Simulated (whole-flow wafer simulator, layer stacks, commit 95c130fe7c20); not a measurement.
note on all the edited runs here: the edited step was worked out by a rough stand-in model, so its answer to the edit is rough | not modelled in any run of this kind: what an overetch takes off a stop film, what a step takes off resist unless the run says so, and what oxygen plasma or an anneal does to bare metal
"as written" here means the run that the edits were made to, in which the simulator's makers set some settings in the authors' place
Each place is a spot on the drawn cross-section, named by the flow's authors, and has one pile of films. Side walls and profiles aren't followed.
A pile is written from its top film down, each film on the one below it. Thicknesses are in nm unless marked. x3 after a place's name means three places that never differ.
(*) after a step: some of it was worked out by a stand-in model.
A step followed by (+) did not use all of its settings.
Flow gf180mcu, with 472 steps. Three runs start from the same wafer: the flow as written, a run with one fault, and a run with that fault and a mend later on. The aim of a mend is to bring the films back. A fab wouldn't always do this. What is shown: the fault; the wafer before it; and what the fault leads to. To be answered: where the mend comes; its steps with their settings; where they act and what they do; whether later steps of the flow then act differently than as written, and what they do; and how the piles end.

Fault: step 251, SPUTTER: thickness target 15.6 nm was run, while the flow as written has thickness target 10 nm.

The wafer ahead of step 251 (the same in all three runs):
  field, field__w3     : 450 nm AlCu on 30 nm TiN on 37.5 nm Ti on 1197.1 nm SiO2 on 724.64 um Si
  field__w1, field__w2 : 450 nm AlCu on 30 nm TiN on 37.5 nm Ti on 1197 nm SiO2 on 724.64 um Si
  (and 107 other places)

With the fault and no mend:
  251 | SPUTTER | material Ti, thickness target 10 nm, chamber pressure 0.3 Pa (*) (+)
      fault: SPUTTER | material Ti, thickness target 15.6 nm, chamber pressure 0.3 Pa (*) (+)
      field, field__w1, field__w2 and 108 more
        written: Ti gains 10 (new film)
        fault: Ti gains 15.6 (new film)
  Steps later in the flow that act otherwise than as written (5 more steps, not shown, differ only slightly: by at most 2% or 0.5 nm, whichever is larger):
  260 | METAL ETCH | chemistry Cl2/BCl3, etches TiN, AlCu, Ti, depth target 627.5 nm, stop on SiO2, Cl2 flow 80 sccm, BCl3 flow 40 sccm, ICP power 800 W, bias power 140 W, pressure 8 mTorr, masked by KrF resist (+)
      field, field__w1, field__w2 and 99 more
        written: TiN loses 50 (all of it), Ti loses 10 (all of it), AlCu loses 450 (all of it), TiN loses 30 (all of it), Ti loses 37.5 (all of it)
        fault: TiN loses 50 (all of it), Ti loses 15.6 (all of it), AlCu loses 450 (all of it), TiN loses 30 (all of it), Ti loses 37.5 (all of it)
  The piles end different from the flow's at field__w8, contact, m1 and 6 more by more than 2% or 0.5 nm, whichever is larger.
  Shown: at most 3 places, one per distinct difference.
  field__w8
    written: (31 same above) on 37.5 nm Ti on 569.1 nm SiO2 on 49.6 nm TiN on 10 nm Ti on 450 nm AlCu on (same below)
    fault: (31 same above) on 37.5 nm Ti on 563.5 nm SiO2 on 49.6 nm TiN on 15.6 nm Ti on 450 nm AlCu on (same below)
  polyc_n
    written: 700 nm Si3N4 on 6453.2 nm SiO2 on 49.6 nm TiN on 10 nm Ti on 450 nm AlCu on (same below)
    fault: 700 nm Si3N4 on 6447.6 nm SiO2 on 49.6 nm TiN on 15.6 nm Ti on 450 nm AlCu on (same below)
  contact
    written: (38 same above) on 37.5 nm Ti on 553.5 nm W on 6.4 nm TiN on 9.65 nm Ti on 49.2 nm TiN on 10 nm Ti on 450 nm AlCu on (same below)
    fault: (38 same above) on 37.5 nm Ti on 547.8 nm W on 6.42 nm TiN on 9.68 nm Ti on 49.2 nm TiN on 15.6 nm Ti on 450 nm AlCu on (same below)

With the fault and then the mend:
  After step 251 comes the mend.
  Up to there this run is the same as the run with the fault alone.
  251a | METAL ETCH | chemistry Cl2/BCl3, etches TiN, AlCu, Ti, depth target 5.6 nm, Cl2 flow 80 sccm, BCl3 flow 40 sccm, ICP power 800 W, bias power 140 W, pressure 8 mTorr
      field, field__w1, field__w2 and 108 more
        Ti loses 5.6
  Later steps of the flow that are run all act as written at every place that is followed.
  By the end, the piles equal the flow's at every place that both follow.
